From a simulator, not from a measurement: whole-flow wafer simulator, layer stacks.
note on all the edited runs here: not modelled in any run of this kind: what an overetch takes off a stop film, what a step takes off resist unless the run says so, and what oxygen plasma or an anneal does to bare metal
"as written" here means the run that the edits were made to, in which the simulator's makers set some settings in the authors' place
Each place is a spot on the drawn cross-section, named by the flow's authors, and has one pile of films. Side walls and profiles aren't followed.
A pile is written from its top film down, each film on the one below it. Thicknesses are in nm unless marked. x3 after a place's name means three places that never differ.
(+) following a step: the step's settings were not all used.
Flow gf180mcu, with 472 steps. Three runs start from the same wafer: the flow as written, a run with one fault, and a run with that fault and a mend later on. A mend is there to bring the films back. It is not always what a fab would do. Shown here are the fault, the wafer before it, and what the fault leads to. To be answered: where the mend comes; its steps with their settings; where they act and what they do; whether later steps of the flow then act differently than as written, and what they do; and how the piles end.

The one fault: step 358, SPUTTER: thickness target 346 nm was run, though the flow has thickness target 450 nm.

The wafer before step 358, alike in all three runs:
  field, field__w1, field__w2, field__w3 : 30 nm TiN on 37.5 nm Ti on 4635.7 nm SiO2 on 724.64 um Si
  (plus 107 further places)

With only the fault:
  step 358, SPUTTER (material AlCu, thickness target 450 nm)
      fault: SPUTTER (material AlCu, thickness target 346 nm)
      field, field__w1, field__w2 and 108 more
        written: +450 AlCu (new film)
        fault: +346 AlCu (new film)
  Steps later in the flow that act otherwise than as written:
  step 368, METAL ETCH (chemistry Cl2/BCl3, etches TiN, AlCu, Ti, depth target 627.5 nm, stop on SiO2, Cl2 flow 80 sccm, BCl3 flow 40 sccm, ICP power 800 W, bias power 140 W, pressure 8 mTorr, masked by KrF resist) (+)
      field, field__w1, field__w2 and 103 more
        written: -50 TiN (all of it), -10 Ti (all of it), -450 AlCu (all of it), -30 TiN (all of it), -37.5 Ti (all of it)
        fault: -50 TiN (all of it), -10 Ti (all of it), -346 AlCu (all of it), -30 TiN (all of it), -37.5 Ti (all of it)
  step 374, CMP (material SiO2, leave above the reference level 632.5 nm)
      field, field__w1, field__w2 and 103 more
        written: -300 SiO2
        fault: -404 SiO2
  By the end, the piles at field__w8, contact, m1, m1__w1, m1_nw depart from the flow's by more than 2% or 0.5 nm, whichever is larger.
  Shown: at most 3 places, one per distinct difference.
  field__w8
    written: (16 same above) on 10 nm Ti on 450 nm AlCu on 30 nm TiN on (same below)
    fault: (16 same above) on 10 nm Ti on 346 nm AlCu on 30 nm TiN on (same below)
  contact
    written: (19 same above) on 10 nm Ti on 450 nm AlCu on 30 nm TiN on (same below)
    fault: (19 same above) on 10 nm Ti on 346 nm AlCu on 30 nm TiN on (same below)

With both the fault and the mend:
  The mend follows step 358.
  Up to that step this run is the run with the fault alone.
  step 358a, SPUTTER (material AlCu, thickness target 104 nm) (a further turn of the flow's step 358, with different settings)
      field, field__w1, field__w2 and 108 more
        +104 AlCu
  Every later step of the flow that is run acts as written at every place that is followed.
  The piles end the same as the flow's at every place that both follow.
